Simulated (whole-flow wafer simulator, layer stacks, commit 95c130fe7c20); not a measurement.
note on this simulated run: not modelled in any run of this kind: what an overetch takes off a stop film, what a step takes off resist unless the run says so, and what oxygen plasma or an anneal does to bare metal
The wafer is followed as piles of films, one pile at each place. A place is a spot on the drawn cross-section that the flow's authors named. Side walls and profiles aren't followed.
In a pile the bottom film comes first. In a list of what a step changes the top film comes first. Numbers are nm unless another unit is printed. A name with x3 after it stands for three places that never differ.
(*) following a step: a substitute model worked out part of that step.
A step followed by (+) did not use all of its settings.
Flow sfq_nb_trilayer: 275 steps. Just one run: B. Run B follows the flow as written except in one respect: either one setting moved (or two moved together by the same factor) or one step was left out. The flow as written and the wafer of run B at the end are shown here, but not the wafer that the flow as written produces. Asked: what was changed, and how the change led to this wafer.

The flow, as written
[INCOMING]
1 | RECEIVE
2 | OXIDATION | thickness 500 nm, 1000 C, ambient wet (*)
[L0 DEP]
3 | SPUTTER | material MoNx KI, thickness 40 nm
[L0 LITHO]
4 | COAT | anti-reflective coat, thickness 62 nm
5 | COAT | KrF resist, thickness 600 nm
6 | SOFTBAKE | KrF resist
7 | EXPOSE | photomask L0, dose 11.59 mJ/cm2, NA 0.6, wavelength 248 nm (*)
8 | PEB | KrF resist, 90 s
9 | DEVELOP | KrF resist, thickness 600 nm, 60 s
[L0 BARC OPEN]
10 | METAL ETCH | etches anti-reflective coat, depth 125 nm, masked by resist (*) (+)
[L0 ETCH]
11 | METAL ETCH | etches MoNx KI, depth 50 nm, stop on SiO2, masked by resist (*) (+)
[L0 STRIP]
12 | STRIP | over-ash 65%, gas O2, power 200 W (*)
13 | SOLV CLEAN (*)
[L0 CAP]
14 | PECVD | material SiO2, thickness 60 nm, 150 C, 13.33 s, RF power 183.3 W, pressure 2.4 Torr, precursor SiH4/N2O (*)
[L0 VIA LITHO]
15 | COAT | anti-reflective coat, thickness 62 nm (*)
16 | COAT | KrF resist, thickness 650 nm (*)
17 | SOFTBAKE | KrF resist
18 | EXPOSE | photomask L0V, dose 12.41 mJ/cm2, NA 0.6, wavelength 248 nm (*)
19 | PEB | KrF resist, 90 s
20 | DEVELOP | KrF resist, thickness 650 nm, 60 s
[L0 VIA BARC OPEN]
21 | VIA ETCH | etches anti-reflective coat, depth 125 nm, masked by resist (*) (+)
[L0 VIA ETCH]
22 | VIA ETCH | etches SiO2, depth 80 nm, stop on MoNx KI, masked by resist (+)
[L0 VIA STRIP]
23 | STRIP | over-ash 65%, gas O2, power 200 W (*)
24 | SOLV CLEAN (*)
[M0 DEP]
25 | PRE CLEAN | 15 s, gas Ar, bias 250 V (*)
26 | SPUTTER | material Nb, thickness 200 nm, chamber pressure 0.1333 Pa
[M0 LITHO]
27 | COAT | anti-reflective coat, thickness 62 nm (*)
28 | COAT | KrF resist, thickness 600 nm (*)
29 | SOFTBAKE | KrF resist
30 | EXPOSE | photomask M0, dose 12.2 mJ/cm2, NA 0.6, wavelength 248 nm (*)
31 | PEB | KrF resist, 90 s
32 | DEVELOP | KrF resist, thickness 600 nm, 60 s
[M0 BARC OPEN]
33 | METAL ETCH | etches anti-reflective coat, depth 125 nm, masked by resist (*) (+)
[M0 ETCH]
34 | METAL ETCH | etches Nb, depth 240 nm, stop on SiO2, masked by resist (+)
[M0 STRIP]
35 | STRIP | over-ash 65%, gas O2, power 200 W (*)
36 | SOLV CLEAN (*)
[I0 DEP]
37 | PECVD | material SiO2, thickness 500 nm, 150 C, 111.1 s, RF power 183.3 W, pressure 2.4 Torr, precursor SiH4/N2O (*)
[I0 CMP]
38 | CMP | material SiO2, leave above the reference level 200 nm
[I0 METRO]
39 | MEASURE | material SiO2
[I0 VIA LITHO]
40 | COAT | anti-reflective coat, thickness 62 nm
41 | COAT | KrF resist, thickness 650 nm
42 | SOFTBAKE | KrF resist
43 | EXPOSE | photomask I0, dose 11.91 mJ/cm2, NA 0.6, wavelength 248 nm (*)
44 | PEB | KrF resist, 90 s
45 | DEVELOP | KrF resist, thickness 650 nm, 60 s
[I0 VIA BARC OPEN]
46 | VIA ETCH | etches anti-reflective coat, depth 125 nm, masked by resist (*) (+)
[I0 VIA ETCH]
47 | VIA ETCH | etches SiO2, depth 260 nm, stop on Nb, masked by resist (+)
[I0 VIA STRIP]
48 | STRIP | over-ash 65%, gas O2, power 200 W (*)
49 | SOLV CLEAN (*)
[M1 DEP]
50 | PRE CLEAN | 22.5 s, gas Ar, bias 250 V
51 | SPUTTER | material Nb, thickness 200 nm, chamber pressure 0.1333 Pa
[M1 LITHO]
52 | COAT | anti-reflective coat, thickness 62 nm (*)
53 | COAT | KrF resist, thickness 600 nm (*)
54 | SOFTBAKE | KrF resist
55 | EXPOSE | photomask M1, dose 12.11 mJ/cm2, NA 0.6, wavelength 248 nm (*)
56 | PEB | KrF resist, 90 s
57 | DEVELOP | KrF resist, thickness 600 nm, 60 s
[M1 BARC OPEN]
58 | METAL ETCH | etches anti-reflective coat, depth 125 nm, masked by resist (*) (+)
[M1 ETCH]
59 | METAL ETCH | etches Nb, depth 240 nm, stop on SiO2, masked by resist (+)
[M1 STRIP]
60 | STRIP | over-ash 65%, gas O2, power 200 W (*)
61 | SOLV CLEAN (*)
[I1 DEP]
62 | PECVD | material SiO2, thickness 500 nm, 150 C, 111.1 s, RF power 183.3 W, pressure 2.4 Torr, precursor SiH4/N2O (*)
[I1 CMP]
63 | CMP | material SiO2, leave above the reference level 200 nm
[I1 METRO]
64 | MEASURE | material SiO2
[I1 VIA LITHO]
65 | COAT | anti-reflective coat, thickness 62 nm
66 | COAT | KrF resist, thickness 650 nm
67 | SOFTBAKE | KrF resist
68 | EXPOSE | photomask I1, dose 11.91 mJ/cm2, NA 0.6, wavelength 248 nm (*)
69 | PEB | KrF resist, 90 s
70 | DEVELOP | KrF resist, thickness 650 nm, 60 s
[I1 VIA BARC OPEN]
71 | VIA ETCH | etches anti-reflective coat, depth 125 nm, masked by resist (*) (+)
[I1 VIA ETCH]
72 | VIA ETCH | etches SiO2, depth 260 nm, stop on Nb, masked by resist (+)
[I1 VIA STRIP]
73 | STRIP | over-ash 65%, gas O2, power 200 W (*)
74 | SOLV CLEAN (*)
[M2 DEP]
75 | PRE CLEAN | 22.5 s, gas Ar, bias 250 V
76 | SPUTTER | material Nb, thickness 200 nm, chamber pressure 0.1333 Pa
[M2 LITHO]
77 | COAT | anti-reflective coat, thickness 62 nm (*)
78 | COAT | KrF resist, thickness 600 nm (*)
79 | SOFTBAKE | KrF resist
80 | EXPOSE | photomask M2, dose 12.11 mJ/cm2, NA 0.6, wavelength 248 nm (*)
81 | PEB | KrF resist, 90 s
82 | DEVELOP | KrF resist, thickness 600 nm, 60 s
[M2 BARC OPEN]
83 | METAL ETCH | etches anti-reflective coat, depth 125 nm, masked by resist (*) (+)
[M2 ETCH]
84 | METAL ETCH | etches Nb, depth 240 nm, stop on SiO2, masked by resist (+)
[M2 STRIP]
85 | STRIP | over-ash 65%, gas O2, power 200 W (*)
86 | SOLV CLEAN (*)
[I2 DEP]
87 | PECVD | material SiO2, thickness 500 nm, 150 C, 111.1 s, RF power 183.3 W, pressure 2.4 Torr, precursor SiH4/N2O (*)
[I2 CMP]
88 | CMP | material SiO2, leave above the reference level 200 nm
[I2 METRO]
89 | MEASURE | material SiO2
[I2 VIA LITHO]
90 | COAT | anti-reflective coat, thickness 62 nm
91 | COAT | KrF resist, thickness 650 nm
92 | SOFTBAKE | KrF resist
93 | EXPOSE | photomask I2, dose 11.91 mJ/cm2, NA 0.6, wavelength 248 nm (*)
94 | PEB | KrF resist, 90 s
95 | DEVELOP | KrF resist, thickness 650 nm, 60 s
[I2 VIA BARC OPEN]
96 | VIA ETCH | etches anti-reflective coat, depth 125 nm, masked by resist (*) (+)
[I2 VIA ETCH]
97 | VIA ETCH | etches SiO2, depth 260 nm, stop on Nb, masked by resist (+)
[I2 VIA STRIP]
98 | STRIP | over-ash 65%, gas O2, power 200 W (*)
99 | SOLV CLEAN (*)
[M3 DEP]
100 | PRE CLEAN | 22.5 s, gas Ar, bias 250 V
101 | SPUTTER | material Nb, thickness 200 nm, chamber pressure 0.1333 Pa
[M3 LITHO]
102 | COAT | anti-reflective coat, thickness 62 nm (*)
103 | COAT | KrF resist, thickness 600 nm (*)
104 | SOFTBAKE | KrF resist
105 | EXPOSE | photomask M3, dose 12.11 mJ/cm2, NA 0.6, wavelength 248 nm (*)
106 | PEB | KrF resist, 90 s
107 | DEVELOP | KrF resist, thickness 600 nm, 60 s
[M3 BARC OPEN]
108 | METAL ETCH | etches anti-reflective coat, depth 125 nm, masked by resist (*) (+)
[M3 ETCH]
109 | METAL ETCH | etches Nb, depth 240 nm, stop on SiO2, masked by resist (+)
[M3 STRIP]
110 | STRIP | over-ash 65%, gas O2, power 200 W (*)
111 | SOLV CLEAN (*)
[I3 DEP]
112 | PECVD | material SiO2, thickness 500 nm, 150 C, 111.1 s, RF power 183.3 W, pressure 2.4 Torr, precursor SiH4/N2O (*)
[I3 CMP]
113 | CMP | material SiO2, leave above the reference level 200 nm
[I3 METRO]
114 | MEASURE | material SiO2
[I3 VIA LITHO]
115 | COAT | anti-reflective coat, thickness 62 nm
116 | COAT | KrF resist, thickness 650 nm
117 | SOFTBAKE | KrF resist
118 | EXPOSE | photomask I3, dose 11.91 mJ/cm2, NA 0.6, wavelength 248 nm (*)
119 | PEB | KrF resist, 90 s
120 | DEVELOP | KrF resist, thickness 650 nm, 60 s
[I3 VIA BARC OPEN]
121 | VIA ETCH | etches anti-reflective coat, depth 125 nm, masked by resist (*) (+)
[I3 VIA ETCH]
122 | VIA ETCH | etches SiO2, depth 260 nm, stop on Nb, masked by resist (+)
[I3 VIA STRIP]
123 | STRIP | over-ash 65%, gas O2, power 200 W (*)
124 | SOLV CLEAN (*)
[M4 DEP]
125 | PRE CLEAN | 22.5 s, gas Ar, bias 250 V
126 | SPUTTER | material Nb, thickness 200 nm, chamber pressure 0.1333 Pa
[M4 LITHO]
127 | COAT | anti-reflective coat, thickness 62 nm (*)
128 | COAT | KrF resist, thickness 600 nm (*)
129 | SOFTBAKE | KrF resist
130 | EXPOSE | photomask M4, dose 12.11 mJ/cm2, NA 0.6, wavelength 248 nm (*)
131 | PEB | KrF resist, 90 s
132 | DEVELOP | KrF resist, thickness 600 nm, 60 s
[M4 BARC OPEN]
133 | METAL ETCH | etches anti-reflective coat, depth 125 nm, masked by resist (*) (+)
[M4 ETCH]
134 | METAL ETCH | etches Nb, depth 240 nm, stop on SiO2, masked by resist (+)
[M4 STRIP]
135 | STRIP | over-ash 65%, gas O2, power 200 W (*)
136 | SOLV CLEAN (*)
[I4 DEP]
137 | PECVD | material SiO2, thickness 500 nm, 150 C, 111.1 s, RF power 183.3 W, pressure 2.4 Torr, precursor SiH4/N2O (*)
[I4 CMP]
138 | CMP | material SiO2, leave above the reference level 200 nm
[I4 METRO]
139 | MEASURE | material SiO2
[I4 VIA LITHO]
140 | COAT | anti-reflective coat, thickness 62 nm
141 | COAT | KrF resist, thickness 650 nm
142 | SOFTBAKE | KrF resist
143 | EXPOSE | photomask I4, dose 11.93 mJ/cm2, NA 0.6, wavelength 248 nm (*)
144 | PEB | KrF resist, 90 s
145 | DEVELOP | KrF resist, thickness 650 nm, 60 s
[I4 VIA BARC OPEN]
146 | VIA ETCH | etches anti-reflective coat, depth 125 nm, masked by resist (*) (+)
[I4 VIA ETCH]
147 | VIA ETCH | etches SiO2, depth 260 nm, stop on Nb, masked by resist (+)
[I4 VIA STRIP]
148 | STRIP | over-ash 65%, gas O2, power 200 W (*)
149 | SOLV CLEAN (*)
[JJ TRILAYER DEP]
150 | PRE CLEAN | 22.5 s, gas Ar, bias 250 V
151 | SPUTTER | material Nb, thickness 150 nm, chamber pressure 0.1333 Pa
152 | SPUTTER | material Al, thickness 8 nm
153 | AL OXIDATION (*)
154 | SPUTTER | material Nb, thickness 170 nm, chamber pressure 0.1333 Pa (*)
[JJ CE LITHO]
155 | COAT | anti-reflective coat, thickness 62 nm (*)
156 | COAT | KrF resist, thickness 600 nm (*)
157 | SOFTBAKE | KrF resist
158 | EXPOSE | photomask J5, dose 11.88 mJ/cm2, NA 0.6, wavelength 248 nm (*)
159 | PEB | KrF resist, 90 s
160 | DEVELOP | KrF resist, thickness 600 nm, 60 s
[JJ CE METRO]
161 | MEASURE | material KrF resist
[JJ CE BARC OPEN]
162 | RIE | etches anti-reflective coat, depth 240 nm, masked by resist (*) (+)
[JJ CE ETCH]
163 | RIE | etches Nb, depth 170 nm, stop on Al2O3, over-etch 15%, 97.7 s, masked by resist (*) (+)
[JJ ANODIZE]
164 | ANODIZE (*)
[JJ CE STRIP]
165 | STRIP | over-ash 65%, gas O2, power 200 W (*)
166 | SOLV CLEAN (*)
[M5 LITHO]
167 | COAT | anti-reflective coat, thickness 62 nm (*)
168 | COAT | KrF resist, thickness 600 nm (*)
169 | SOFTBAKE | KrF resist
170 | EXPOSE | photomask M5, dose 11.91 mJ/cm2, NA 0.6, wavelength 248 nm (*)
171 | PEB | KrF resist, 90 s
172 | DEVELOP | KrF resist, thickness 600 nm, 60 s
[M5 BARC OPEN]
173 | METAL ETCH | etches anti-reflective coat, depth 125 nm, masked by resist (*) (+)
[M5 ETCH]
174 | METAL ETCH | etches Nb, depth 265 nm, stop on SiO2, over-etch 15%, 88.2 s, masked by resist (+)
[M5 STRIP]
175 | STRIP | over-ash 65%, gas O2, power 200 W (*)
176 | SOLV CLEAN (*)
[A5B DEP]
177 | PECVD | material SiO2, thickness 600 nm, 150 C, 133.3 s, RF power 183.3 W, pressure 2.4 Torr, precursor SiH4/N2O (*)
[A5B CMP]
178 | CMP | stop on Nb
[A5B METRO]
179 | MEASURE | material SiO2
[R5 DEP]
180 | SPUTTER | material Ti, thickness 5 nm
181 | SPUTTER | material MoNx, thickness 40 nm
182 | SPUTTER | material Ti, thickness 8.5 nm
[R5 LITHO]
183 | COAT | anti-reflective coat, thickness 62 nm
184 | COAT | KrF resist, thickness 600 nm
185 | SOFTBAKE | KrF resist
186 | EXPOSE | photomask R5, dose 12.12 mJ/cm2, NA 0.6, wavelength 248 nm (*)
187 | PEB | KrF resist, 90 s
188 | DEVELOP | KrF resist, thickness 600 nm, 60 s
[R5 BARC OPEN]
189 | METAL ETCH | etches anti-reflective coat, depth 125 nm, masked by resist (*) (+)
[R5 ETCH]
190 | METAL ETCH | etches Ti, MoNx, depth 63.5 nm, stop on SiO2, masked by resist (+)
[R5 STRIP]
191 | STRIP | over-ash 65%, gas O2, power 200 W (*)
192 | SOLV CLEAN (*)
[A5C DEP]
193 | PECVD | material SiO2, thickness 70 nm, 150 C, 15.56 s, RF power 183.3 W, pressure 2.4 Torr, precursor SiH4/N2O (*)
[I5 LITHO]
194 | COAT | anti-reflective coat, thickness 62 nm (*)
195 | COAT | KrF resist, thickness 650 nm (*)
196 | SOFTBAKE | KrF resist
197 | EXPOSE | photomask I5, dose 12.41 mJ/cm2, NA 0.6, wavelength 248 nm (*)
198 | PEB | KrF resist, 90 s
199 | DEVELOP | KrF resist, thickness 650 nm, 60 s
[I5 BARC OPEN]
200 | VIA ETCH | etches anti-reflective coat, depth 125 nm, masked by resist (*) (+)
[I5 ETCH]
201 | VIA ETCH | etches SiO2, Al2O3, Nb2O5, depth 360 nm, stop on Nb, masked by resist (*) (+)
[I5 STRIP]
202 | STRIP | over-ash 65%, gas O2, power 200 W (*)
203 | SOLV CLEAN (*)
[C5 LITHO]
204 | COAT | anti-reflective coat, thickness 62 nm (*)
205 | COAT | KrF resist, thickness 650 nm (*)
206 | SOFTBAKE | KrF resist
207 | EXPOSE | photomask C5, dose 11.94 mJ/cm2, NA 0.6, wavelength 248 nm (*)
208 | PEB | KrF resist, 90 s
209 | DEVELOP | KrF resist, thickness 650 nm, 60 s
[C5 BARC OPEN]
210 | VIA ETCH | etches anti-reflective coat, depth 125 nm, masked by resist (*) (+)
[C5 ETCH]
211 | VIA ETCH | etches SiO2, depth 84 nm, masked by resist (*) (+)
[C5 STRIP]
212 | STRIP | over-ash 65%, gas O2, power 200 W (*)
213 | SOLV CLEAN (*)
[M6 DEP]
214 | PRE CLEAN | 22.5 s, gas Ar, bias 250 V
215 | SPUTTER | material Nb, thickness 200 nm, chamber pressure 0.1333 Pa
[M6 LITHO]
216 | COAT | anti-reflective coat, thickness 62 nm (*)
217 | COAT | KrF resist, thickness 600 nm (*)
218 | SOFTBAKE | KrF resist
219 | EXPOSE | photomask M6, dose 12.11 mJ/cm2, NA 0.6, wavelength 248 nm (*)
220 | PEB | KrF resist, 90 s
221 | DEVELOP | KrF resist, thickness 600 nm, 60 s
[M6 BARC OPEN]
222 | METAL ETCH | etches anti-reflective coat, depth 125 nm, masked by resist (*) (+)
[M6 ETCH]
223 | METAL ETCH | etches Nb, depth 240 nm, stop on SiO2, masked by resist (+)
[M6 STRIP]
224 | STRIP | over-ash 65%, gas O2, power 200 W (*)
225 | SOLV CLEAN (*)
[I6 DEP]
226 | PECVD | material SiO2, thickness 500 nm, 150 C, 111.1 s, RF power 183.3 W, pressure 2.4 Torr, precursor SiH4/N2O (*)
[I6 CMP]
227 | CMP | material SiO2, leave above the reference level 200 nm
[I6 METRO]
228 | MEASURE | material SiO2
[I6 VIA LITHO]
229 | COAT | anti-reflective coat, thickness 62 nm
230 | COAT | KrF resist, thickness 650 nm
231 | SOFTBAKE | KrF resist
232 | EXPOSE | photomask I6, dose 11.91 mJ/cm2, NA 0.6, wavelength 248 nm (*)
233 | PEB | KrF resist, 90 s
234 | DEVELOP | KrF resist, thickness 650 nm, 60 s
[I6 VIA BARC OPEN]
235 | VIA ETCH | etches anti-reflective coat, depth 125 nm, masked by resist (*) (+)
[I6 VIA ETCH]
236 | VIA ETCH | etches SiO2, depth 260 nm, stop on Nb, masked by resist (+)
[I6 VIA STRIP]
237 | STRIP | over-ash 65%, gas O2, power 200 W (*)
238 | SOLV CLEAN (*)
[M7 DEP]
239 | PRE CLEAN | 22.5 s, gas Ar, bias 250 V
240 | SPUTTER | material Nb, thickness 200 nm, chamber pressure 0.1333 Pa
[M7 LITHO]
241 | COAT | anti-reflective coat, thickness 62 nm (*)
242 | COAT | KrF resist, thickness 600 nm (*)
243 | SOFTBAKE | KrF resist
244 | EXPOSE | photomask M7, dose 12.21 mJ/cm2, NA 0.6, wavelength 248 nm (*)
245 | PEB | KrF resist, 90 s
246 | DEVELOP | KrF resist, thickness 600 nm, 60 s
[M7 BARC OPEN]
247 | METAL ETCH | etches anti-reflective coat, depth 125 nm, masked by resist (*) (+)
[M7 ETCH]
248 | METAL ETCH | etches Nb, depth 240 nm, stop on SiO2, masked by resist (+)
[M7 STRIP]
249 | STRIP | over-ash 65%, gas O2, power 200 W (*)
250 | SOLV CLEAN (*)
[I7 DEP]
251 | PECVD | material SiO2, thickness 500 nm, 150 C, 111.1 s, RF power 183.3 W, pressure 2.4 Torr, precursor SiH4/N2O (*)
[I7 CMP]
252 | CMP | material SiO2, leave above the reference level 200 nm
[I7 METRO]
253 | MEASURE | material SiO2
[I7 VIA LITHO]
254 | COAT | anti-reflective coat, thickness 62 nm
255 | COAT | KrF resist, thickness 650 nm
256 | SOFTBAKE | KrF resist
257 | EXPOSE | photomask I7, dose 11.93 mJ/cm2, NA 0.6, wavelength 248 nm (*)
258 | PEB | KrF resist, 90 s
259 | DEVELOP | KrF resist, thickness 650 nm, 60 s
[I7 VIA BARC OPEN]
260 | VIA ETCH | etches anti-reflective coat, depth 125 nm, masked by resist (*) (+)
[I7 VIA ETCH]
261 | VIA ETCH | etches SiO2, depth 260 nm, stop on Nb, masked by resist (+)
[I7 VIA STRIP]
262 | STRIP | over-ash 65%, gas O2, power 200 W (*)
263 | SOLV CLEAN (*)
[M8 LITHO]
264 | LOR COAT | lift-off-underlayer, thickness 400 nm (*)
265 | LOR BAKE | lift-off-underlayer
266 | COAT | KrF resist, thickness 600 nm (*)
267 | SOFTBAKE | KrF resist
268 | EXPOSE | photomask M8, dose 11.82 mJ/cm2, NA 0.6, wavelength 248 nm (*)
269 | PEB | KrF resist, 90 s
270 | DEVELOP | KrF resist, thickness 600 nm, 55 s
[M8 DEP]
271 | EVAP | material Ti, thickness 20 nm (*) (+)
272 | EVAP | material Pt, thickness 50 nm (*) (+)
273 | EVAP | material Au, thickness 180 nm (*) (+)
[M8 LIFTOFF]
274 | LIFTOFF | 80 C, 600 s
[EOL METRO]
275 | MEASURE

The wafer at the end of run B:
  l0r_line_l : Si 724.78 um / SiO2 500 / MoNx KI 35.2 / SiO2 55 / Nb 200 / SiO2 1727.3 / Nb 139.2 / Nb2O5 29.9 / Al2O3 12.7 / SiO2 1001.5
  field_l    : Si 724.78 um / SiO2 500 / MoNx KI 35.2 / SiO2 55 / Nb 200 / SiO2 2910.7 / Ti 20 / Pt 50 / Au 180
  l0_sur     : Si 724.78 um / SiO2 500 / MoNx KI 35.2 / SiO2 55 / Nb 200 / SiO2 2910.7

The reason: step 3, SPUTTER: thickness 35.2 nm was run, though the flow has thickness 40 nm.
One can read it off the wafer: l0r_line_l has MoNx KI 35.2, and step 3 as written asks for 40 nm.

The path from the change to this, step by step:
  3 | SPUTTER | material MoNx KI, thickness 40 nm
      field_l, v_sur, via_wl and 103 more: MoNx KI gains 35.2 (new film) (it would be, as written: MoNx KI gains 40 (new film))
  11 | METAL ETCH | etches MoNx KI, depth 50 nm, stop on SiO2, masked by resist (*) (+)
      v_sur, via_wl, via_w and 97 more: MoNx KI loses 35.2 (all of it) (it would be, as written: MoNx KI loses 40 (all of it))
  15 | COAT | anti-reflective coat, thickness 62 nm (*)
      l0r_space_c: anti-reflective coat gains 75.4 (new film) (it would be, as written: anti-reflective coat gains 77.2 (new film))
  23 | STRIP | over-ash 65%, gas O2, power 200 W (*)
      l0r_space_c: KrF resist loses 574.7 (all of it), anti-reflective coat loses 75.4 (all of it) (it would be, as written: KrF resist loses 576.8 (all of it), anti-reflective coat loses 77.2 (all of it))
  27 | COAT | anti-reflective coat, thickness 62 nm (*)
      l0r_space_c: anti-reflective coat gains 76 (new film) (it would be, as written: anti-reflective coat gains 78 (new film))
  35 | STRIP | over-ash 65%, gas O2, power 200 W (*)
      l0r_space_c: KrF resist loses 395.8 (all of it), anti-reflective coat loses 76 (all of it) (it would be, as written: KrF resist loses 397.6 (all of it), anti-reflective coat loses 78 (all of it))
